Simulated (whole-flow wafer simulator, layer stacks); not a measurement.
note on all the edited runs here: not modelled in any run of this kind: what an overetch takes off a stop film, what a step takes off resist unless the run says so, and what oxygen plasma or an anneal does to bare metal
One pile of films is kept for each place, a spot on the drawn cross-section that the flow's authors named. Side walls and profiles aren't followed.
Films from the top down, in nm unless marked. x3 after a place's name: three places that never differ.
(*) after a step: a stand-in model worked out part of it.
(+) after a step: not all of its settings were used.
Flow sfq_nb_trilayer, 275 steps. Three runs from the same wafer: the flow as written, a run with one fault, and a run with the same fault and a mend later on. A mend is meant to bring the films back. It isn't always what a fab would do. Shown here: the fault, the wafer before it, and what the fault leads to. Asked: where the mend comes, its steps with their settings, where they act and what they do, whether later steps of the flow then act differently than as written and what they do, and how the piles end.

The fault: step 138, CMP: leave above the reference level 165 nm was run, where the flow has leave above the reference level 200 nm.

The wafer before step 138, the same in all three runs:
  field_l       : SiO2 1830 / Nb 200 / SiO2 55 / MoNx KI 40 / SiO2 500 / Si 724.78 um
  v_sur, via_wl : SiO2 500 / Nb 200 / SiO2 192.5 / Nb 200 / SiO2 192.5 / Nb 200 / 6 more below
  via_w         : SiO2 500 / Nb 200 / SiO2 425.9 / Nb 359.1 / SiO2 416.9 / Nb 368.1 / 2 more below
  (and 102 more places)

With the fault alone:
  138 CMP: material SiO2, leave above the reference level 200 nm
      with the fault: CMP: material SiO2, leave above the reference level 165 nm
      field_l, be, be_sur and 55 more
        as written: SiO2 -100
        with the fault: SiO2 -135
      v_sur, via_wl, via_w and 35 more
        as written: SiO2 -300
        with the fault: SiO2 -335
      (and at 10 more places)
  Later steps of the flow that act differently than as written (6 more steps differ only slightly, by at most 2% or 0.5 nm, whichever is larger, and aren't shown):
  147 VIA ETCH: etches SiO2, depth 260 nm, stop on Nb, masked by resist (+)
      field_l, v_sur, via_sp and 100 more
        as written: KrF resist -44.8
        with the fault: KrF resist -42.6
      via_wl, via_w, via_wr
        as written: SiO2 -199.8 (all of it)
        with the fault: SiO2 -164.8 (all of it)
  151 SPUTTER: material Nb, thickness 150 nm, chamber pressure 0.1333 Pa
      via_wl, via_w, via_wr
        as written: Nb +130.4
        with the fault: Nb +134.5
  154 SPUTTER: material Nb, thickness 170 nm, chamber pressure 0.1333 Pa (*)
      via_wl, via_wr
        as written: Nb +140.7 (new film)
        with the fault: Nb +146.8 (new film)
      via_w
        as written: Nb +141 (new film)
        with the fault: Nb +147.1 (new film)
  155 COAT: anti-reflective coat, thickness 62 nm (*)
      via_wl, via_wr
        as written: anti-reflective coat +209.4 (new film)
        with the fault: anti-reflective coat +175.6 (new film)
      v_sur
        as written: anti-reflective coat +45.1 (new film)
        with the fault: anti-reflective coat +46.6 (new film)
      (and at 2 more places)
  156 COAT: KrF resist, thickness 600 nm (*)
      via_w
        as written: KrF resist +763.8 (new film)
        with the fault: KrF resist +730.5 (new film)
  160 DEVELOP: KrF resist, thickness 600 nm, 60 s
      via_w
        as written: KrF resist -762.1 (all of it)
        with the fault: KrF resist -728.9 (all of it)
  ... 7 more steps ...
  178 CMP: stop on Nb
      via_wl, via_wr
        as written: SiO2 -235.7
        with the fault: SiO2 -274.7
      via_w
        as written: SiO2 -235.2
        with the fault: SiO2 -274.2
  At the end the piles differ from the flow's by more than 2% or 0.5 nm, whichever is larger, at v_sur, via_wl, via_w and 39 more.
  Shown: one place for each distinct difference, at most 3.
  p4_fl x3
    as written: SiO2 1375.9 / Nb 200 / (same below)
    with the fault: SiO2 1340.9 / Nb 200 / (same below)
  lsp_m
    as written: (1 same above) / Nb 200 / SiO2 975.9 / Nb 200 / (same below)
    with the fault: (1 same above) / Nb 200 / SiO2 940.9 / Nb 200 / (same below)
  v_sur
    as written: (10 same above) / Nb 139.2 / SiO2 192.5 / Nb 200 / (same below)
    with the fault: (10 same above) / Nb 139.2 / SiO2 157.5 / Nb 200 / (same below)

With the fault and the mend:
  The mend comes after step 139.
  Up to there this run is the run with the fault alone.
  139a PECVD: material SiO2, thickness 35 nm, 150 C, 7.778 s, RF power 183.3 W, pressure 2.4 Torr, precursor SiH4/N2O (the flow's step 137 once more, with other settings)
      field_l, v_sur, via_wl and 103 more
        SiO2 +35
  No later step of the flow acts differently than as written, at any place that is followed, by more than 2% or 0.5 nm, whichever is larger.
  At the end the piles differ from the flow's only slightly at the places that both follow, by at most 2% or 0.5 nm, whichever is larger.
